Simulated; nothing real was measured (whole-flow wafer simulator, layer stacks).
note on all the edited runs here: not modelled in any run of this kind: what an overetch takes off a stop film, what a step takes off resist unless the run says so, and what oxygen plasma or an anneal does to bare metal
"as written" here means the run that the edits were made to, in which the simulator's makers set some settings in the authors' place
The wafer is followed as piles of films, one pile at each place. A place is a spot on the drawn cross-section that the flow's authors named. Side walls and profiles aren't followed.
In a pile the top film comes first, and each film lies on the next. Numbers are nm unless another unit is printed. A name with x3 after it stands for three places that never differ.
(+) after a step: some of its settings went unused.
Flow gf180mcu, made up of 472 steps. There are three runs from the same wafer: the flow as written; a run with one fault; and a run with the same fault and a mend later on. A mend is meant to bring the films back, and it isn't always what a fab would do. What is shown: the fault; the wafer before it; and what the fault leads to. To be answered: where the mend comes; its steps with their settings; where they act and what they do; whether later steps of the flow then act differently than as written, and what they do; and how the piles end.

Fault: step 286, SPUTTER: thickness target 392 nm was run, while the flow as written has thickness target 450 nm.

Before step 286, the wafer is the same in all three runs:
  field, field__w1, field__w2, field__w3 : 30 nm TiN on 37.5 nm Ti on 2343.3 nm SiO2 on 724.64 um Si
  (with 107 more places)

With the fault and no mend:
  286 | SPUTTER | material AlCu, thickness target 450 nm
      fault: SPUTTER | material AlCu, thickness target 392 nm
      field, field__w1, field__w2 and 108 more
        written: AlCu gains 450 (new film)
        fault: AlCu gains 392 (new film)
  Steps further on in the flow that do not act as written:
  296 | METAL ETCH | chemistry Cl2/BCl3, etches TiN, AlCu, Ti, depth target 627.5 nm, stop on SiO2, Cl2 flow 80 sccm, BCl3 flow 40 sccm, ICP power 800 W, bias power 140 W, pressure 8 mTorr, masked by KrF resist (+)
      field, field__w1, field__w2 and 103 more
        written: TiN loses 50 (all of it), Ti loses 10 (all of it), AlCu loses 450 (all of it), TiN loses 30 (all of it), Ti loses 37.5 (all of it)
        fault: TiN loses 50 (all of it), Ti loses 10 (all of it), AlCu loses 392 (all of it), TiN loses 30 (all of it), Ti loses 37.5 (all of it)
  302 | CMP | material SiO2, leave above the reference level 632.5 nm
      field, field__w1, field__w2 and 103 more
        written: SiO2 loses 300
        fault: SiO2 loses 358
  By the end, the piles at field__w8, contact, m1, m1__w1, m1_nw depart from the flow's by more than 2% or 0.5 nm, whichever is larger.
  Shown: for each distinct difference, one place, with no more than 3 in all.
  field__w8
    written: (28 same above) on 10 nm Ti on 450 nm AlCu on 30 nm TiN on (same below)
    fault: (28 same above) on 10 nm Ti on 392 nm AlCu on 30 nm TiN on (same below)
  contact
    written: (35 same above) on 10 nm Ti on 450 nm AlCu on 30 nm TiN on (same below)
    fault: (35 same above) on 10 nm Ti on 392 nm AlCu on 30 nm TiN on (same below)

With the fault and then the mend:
  After step 286 comes the mend.
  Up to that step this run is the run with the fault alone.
  286a | SPUTTER | material AlCu, thickness target 58 nm (the flow's step 286, run once more with other settings)
      field, field__w1, field__w2 and 108 more
        AlCu gains 58
  Every later step of the flow that is run acts as written at every place that is followed.
  The piles end the same as the flow's at every place that both follow.
